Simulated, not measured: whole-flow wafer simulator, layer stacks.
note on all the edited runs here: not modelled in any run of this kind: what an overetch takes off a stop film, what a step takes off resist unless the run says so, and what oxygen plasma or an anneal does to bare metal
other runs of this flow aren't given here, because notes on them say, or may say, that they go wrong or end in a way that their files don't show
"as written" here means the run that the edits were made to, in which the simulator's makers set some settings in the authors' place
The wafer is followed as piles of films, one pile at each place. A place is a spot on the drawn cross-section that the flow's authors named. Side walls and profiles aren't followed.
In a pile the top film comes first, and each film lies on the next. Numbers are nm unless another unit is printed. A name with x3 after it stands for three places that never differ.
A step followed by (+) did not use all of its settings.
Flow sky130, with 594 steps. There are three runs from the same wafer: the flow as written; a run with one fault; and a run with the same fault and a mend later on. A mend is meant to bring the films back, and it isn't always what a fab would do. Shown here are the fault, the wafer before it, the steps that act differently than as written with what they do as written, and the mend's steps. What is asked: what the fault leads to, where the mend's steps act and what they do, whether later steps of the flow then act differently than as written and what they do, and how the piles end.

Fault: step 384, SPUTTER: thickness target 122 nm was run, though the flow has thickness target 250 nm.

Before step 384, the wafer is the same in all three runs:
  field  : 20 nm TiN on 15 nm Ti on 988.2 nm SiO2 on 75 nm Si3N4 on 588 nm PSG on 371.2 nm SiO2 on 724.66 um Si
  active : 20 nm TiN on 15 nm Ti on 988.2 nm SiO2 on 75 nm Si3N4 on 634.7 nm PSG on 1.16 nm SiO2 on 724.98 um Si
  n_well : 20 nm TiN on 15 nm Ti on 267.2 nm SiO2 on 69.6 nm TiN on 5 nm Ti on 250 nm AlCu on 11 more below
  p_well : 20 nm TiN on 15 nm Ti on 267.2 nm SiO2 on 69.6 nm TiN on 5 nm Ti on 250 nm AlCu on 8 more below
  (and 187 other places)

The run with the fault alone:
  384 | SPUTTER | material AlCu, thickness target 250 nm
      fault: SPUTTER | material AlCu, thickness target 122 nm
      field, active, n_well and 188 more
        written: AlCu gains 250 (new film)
        fault: AlCu gains 122 (new film)
  Later steps of the flow acting differently than as written (4 other steps are not shown; they differ only slightly, by no more than 2% or 0.5 nm, whichever is larger):
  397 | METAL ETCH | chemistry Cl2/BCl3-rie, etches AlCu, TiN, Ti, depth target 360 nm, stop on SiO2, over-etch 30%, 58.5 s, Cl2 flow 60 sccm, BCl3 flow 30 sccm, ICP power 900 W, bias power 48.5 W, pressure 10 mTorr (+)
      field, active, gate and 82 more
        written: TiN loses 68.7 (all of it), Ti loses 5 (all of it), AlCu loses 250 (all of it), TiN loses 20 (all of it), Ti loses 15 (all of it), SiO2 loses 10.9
        fault: TiN loses 68.7 (all of it), Ti loses 5 (all of it), AlCu loses 122 (all of it), TiN loses 20 (all of it), Ti loses 15 (all of it), SiO2 loses 23.7
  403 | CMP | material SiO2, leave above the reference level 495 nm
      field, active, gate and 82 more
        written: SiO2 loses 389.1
        fault: SiO2 loses 504.3
  By the end, the piles at field, active, n_well and 190 more depart from the flow's by more than 2% or 0.5 nm, whichever is larger.
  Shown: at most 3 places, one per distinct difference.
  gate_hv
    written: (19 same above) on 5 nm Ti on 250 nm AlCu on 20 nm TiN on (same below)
    fault: (19 same above) on 5 nm Ti on 122 nm AlCu on 20 nm TiN on (same below)
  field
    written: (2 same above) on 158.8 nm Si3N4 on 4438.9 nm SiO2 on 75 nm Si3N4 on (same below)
    fault: (2 same above) on 158.8 nm Si3N4 on 4310.9 nm SiO2 on 75 nm Si3N4 on (same below)
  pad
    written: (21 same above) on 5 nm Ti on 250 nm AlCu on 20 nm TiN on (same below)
    fault: (21 same above) on 5 nm Ti on 122 nm AlCu on 20 nm TiN on (same below)

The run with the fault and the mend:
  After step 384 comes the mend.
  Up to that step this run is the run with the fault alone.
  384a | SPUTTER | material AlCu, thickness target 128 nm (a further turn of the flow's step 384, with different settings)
      field, active, n_well and 188 more
        AlCu gains 128
  Every later step of the flow that is run acts as written at every place that is followed.
  The piles end the same as the flow's at every place that both follow.
